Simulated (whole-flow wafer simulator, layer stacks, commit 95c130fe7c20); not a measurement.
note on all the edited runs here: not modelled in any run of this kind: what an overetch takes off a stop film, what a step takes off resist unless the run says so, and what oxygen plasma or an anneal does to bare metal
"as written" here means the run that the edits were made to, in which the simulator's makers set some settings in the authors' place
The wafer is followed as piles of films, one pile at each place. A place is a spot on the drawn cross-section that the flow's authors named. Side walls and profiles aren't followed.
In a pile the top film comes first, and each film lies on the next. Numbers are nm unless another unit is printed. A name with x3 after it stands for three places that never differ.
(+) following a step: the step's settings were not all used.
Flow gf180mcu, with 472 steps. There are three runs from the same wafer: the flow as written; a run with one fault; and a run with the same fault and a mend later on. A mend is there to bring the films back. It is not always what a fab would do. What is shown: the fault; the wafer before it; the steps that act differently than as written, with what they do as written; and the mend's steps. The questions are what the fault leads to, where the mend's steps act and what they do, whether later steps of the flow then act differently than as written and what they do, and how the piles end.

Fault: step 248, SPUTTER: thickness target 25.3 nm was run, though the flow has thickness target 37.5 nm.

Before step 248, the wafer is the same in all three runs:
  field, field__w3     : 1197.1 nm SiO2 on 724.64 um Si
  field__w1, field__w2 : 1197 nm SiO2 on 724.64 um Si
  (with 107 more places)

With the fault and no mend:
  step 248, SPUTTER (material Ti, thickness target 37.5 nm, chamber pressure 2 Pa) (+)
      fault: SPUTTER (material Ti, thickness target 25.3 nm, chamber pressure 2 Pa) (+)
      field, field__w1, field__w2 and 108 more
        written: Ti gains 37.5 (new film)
        fault: Ti gains 25.3 (new film)
  Steps later in the flow that act otherwise than as written:
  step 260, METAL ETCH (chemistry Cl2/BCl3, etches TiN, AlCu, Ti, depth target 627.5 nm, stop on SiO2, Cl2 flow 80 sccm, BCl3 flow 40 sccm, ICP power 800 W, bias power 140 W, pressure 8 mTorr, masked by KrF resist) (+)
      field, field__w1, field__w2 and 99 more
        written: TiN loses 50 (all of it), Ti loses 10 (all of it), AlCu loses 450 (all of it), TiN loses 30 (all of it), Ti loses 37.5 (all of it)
        fault: TiN loses 50 (all of it), Ti loses 10 (all of it), AlCu loses 450 (all of it), TiN loses 30 (all of it), Ti loses 25.3 (all of it)
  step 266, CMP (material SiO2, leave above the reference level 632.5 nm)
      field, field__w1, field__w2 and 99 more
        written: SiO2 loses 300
        fault: SiO2 loses 312.2
  At field__w8, contact, m1 and 6 more, the piles at the end differ from the flow's by more than 2% or 0.5 nm, whichever is larger.
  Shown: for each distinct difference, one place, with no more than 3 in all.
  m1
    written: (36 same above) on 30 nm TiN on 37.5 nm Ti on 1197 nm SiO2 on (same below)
    fault: (36 same above) on 30 nm TiN on 25.3 nm Ti on 1197 nm SiO2 on (same below)
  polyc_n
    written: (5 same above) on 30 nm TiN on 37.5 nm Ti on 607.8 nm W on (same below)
    fault: (5 same above) on 30 nm TiN on 25.3 nm Ti on 607.8 nm W on (same below)
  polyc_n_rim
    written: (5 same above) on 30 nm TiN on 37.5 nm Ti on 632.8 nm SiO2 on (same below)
    fault: (5 same above) on 30 nm TiN on 25.3 nm Ti on 632.8 nm SiO2 on (same below)

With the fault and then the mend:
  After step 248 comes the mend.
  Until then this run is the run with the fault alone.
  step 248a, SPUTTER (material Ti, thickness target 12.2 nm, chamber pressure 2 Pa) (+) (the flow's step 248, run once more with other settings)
      field, field__w1, field__w2 and 108 more
        Ti gains 12.2
  Later steps of the flow that are run all act as written at every place that is followed.
  The piles end the same as the flow's at every place that both follow.
